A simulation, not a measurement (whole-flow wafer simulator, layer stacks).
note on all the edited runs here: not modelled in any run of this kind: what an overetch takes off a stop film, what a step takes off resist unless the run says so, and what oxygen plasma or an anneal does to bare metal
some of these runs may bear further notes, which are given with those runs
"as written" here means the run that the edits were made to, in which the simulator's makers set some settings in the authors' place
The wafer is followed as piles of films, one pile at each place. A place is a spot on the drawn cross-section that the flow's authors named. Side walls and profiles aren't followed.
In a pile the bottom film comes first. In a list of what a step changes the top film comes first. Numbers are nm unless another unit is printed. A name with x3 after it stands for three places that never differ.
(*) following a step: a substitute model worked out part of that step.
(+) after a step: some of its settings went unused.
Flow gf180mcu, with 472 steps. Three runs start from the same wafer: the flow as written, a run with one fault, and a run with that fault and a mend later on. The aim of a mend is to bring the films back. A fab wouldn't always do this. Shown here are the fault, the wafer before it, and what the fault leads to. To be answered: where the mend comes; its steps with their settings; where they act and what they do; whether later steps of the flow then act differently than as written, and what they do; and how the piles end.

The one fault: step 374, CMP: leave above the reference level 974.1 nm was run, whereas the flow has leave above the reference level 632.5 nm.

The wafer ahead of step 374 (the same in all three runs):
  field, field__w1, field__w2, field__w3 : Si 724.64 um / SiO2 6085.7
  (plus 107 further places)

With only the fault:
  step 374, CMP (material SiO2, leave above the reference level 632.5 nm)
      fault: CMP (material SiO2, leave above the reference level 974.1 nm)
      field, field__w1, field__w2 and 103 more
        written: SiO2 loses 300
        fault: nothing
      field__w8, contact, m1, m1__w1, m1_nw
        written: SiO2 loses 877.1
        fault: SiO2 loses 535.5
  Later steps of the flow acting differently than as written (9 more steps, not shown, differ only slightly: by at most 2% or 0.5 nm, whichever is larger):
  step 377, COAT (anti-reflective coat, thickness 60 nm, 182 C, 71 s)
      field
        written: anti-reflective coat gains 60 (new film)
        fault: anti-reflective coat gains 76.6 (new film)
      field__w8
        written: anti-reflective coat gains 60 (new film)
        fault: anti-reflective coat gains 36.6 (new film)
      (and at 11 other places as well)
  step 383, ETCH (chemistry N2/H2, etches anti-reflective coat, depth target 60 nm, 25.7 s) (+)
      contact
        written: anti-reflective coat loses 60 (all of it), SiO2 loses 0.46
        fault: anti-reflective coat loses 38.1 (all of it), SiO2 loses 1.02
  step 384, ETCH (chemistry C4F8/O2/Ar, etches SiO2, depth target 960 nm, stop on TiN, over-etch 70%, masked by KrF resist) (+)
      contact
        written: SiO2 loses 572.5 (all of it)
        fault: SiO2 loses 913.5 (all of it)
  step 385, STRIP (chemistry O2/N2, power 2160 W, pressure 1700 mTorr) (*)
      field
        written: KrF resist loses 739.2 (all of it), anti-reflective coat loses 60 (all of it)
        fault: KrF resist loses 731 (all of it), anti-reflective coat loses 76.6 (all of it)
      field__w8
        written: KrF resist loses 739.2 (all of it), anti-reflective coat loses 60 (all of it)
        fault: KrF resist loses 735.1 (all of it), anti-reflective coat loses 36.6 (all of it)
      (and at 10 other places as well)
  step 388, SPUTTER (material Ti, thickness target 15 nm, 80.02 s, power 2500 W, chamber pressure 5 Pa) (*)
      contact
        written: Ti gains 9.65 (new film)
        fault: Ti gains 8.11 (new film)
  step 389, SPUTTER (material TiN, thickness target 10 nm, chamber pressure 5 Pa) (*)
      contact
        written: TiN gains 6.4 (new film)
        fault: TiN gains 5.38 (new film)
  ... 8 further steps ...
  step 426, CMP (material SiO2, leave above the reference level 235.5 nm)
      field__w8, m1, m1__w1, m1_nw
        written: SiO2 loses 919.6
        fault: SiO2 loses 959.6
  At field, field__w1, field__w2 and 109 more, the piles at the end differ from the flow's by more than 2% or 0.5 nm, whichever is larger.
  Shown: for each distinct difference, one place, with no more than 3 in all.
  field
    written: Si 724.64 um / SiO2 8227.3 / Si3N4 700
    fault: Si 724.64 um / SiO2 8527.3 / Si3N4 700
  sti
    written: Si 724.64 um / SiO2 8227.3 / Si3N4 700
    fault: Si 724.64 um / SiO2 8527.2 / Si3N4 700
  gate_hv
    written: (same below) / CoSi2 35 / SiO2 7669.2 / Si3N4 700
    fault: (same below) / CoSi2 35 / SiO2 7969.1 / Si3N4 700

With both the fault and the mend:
  The mend stands after step 374.
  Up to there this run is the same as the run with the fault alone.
  step 374a, CMP (material SiO2, leave above the reference level 632.5 nm) (the flow's step 374 again)
      field, field__w1, field__w2 and 103 more
        SiO2 loses 300
      field__w8, contact, m1, m1__w1, m1_nw
        SiO2 loses 341.6
  None of the later steps of the flow acts differently than as written at any place that is followed.
  By the end, the piles equal the flow's at every place that both follow.
